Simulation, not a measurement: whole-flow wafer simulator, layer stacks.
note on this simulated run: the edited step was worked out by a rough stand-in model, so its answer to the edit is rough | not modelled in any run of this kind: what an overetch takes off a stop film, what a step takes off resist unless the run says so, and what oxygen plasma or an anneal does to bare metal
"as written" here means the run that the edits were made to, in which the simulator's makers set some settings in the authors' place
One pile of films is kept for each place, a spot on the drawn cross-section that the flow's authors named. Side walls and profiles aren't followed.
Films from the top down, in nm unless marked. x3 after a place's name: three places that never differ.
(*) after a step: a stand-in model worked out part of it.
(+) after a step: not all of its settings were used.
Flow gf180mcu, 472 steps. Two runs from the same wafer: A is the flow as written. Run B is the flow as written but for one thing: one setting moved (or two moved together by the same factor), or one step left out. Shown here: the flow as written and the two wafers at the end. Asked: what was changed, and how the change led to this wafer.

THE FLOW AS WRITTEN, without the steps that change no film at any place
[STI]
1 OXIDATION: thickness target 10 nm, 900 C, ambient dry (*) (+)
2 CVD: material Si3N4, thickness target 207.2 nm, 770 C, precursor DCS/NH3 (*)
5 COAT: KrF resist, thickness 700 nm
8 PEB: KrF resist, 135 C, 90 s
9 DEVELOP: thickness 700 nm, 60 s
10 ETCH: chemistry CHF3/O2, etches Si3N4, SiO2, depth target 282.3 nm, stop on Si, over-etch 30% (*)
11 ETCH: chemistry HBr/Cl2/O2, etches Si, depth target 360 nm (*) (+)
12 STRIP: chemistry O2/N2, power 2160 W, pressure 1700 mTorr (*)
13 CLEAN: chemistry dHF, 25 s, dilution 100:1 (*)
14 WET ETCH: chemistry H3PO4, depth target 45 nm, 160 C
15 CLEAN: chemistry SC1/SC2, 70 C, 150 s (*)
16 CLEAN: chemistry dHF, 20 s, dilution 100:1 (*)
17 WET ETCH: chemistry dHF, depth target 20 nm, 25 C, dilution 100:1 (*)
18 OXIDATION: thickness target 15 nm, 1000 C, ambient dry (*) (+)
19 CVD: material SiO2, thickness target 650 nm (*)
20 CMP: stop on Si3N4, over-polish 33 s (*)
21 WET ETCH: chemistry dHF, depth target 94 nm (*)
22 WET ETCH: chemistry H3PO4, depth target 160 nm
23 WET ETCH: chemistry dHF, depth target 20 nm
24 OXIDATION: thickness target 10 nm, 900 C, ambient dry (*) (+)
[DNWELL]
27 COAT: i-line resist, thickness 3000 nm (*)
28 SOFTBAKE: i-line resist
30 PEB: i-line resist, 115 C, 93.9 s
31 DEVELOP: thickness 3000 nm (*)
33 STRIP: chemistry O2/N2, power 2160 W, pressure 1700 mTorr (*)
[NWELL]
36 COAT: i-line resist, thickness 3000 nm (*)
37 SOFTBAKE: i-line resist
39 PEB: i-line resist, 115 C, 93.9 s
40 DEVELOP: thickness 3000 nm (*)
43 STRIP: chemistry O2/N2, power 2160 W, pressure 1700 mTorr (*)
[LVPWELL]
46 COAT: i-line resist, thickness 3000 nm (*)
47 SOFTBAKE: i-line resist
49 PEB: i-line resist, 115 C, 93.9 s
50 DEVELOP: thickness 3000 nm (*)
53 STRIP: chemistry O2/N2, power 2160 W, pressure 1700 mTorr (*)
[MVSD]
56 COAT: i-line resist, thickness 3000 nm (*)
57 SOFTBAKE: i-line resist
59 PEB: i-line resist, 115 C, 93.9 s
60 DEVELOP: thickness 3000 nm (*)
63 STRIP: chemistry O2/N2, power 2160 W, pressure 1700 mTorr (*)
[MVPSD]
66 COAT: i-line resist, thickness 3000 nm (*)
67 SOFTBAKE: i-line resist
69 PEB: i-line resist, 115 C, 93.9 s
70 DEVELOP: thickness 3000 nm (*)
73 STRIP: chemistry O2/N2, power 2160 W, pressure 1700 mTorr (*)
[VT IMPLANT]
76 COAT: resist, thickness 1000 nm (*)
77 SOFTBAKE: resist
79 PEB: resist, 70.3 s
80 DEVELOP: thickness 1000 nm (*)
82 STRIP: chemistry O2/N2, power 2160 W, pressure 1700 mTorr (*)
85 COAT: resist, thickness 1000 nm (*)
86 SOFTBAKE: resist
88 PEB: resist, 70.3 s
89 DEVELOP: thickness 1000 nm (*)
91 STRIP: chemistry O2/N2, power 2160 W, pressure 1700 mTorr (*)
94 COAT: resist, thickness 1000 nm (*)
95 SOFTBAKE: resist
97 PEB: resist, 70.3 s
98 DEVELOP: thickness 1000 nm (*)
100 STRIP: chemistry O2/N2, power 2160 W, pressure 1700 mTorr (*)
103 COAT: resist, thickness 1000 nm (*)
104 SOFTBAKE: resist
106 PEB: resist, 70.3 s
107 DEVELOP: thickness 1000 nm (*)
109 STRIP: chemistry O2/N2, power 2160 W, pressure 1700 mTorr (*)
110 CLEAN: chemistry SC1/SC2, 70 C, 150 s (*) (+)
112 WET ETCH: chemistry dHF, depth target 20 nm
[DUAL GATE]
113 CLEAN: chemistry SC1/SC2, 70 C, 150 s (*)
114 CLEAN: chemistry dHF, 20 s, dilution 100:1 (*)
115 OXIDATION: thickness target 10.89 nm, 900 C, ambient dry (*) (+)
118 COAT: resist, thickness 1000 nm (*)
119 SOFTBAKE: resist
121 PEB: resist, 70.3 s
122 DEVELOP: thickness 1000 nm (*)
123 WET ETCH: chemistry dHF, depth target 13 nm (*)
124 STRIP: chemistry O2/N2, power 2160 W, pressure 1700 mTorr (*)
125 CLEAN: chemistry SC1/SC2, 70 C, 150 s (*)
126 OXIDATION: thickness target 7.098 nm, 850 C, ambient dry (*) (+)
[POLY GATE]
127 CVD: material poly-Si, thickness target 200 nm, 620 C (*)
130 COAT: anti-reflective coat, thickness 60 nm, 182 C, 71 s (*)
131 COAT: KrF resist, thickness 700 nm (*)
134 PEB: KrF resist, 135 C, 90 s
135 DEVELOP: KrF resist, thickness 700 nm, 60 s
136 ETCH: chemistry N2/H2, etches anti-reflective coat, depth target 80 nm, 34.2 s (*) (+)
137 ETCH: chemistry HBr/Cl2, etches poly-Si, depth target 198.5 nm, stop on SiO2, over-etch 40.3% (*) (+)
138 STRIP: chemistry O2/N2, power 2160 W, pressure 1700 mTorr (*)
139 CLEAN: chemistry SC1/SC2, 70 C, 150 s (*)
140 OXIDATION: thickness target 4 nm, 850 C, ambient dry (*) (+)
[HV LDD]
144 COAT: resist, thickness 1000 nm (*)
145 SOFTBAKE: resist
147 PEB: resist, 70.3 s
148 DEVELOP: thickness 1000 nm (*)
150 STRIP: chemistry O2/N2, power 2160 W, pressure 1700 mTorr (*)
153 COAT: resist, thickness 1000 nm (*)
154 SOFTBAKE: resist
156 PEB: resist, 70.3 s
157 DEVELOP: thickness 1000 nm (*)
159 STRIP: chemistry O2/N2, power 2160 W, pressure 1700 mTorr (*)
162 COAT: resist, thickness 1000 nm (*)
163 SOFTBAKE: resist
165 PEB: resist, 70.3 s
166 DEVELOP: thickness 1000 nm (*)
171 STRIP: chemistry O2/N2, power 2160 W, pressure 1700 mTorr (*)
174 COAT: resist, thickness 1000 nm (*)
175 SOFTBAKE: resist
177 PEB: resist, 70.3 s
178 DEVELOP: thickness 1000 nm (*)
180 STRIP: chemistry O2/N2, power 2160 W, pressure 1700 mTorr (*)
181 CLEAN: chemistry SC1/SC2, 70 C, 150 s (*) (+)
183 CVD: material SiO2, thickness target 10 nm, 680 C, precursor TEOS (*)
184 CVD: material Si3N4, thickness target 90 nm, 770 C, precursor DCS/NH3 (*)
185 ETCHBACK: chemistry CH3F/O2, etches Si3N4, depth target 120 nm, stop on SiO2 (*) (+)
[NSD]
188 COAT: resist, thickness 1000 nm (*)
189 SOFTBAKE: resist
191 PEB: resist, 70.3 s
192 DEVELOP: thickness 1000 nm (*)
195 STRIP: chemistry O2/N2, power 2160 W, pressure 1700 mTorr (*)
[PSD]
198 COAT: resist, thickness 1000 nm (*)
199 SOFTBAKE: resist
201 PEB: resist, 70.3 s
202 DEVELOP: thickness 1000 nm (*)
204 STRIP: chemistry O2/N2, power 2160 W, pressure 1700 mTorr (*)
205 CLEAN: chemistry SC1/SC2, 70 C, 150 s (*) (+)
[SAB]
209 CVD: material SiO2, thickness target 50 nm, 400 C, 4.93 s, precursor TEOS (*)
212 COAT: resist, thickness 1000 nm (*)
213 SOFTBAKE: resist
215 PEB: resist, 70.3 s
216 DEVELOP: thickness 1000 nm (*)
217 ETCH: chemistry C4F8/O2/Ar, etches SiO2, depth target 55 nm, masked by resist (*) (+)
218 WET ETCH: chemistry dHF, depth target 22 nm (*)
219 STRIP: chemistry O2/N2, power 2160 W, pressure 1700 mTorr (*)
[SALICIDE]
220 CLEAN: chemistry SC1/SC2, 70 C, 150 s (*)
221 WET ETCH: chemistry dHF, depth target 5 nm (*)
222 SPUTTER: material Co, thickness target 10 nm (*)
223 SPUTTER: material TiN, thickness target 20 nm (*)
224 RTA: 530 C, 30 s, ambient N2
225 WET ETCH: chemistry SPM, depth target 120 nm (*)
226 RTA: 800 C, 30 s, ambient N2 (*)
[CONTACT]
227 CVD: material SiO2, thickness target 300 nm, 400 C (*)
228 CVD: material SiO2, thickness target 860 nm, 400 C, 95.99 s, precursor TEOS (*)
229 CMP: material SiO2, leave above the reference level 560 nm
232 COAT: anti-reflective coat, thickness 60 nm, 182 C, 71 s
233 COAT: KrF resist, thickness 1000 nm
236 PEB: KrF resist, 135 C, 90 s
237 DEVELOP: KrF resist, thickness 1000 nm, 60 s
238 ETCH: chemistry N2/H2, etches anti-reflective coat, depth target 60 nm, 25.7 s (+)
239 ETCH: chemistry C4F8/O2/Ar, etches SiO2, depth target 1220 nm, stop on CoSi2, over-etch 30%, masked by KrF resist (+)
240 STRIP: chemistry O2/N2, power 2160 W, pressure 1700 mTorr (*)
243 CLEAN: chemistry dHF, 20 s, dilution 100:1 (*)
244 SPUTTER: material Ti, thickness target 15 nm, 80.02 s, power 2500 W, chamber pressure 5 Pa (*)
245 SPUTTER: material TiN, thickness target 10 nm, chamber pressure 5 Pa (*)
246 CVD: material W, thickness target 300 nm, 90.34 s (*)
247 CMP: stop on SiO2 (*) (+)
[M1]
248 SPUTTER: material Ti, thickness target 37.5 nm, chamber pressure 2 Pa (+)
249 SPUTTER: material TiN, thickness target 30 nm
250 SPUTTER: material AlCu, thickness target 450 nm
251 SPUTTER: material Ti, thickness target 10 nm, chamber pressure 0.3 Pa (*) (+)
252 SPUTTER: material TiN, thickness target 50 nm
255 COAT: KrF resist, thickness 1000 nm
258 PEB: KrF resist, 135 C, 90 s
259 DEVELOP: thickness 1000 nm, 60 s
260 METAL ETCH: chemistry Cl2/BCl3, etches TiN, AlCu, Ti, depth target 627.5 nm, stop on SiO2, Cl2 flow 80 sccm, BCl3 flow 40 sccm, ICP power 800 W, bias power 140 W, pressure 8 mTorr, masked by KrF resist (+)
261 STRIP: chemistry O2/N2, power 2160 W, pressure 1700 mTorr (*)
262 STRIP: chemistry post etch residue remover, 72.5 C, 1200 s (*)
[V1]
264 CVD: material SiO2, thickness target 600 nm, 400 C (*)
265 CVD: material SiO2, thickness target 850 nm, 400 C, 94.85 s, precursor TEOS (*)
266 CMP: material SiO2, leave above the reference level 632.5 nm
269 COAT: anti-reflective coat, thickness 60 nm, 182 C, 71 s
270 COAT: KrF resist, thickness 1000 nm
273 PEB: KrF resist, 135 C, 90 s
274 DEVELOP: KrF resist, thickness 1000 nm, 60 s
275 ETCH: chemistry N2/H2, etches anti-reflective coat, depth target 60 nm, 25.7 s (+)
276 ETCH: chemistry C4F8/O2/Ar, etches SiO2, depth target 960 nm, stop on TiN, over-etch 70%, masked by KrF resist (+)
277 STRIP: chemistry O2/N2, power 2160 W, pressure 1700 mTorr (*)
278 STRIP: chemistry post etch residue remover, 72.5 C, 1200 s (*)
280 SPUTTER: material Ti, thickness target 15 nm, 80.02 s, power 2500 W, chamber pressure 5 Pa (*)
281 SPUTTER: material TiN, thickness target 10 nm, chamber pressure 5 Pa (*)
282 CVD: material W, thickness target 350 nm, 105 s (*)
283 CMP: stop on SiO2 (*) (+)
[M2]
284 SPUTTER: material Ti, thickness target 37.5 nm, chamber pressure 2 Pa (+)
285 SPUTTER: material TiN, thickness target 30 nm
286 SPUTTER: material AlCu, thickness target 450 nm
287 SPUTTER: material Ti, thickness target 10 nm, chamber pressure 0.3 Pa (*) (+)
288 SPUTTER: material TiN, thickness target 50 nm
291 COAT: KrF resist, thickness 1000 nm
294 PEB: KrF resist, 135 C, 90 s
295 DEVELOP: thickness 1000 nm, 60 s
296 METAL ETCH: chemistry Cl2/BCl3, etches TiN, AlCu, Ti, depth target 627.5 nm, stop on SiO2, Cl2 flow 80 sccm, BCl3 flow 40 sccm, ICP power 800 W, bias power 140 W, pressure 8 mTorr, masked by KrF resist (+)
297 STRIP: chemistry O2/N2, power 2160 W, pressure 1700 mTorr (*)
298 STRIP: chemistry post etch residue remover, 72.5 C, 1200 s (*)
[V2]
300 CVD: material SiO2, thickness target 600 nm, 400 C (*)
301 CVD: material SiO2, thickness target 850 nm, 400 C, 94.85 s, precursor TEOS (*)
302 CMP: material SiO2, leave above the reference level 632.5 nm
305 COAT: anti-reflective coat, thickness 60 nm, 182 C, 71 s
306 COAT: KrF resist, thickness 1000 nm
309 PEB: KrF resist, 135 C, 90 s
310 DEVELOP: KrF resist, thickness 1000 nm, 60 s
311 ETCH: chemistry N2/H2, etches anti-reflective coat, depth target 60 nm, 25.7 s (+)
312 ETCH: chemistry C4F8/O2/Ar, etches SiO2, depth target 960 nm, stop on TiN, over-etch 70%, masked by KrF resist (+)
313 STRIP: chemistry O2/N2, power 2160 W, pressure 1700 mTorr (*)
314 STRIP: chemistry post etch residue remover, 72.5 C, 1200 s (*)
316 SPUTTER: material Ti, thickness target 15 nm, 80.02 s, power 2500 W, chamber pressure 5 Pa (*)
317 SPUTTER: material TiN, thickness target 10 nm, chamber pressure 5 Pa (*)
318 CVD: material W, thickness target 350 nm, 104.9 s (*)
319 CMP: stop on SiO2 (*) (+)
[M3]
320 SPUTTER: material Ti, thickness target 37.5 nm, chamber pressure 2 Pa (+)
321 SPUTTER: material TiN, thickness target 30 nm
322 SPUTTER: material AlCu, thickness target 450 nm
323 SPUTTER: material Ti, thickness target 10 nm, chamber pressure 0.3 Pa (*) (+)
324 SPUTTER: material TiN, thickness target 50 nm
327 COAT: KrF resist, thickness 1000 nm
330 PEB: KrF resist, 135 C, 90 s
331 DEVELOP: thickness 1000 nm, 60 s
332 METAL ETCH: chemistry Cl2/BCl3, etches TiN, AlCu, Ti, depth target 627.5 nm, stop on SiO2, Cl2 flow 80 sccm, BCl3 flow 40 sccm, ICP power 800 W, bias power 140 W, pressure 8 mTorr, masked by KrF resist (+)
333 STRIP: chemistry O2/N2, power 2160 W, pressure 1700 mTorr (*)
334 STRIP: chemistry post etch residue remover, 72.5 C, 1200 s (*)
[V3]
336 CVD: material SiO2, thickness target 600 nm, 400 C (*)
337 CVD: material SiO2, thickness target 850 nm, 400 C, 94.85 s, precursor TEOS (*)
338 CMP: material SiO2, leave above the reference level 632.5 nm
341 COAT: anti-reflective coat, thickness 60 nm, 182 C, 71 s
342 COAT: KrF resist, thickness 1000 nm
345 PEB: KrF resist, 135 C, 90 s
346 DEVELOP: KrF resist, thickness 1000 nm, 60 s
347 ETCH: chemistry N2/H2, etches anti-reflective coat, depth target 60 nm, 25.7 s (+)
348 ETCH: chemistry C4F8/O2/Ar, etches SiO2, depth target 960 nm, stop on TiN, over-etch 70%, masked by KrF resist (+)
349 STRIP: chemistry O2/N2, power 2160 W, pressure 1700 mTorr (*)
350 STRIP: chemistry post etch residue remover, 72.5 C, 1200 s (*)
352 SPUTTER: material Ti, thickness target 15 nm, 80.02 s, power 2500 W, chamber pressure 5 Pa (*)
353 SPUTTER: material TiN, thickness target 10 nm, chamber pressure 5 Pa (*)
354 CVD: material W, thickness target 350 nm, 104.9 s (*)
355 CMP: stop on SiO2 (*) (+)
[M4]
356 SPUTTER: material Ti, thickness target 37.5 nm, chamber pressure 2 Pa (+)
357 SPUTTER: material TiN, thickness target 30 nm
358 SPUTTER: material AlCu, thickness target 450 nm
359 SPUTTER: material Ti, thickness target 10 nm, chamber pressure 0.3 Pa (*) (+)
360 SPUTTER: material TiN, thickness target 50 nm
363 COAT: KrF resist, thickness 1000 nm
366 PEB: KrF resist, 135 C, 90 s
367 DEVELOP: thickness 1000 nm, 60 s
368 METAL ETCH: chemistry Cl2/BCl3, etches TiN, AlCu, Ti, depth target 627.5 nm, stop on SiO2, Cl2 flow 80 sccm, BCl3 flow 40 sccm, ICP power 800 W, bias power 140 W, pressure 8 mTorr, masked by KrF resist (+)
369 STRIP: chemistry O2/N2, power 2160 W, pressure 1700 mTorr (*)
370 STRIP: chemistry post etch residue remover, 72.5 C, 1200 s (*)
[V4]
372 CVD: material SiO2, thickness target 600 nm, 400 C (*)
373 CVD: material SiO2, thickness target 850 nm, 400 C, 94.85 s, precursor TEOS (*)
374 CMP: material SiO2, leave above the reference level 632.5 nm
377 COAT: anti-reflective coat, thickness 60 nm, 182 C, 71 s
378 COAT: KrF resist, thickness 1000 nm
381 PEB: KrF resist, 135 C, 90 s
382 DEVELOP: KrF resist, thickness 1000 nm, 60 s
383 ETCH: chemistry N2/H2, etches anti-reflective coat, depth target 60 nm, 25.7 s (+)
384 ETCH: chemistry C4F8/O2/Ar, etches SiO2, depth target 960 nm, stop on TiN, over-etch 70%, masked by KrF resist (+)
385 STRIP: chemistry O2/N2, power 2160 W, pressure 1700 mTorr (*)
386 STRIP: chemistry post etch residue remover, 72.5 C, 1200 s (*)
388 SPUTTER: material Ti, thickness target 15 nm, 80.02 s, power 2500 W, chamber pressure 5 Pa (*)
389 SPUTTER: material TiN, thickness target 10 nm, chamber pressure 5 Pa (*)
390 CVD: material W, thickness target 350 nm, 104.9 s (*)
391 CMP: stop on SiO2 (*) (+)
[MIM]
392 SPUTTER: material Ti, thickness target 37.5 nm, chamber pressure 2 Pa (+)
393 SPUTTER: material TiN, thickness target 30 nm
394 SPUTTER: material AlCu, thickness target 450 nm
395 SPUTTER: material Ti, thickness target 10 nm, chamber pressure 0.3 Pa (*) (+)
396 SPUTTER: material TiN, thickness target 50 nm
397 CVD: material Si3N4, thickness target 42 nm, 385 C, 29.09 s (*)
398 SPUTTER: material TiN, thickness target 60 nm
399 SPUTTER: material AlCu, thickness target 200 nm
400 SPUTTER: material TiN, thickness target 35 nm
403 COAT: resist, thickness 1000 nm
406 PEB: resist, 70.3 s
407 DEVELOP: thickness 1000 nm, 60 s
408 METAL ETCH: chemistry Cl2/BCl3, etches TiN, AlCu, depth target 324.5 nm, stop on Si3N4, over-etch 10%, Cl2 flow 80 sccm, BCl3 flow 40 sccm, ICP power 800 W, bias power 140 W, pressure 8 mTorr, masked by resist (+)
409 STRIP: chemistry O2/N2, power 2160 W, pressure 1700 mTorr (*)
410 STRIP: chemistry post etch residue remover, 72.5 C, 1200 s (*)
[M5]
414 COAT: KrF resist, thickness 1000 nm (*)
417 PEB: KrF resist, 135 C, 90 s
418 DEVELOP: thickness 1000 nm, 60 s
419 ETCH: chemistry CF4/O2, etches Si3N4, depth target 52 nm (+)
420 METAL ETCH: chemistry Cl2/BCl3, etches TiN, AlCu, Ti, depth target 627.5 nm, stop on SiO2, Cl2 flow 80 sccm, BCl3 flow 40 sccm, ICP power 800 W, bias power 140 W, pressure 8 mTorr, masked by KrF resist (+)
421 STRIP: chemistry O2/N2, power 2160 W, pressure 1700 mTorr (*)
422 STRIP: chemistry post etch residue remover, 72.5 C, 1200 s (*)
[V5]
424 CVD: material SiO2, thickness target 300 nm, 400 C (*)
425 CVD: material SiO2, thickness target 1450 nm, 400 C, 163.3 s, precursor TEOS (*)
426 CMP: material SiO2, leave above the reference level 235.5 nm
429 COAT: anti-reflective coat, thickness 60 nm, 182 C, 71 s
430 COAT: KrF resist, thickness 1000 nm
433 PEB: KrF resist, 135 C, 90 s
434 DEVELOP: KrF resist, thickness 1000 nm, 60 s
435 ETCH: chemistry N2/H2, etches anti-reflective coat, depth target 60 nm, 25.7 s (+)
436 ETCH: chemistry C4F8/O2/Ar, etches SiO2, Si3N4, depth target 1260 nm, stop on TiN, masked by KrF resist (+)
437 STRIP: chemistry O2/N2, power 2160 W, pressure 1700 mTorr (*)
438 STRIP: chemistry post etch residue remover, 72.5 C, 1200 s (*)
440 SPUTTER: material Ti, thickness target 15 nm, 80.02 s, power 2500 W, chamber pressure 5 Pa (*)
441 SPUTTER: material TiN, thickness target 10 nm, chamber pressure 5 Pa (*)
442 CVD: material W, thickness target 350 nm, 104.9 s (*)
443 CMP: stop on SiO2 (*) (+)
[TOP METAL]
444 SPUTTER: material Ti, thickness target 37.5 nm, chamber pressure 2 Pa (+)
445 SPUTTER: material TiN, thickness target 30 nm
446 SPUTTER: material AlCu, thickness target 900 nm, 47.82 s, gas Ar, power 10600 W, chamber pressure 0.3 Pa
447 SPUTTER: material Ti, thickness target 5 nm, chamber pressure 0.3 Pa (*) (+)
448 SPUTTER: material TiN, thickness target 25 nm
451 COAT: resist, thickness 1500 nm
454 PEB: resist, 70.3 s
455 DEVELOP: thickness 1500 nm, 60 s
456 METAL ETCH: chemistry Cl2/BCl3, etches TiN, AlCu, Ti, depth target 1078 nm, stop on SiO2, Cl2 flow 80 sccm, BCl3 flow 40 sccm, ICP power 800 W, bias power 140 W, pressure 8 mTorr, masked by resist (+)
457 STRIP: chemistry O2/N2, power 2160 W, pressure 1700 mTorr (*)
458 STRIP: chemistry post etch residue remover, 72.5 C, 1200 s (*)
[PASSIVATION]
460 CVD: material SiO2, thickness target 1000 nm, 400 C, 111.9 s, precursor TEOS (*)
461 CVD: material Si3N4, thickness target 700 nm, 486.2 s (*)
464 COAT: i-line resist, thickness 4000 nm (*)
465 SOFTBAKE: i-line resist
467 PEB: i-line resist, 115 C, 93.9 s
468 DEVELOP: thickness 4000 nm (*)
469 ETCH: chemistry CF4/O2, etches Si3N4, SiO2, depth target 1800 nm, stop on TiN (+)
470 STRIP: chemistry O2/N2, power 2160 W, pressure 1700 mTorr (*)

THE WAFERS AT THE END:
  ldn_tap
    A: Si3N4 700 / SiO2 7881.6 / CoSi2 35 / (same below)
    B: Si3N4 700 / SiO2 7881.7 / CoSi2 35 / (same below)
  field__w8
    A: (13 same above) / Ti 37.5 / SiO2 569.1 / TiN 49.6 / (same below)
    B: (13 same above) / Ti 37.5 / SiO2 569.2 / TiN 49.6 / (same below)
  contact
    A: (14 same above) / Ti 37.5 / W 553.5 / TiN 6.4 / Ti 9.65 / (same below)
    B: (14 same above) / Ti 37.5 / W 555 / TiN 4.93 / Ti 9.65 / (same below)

The cause: step 389, SPUTTER: thickness target 7.7 nm was run, where the flow has thickness target 10 nm.

How the change led to this, step by step:
  389 SPUTTER: material TiN, thickness target 10 nm, chamber pressure 5 Pa (*)
      field, field__w1, field__w2 and 107 more: A TiN +10 (new film) | B TiN +7.7 (new film)
      contact: A TiN +6.4 (new film) | B TiN +4.93 (new film)
  391 CMP: stop on SiO2 (*) (+)
      field, field__w1, field__w2 and 107 more: A W -350 (all of it), TiN -10 (all of it), Ti -15 (all of it), SiO2 -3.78 | B W -350 (all of it), TiN -7.7 (all of it), Ti -15 (all of it), SiO2 -3.76
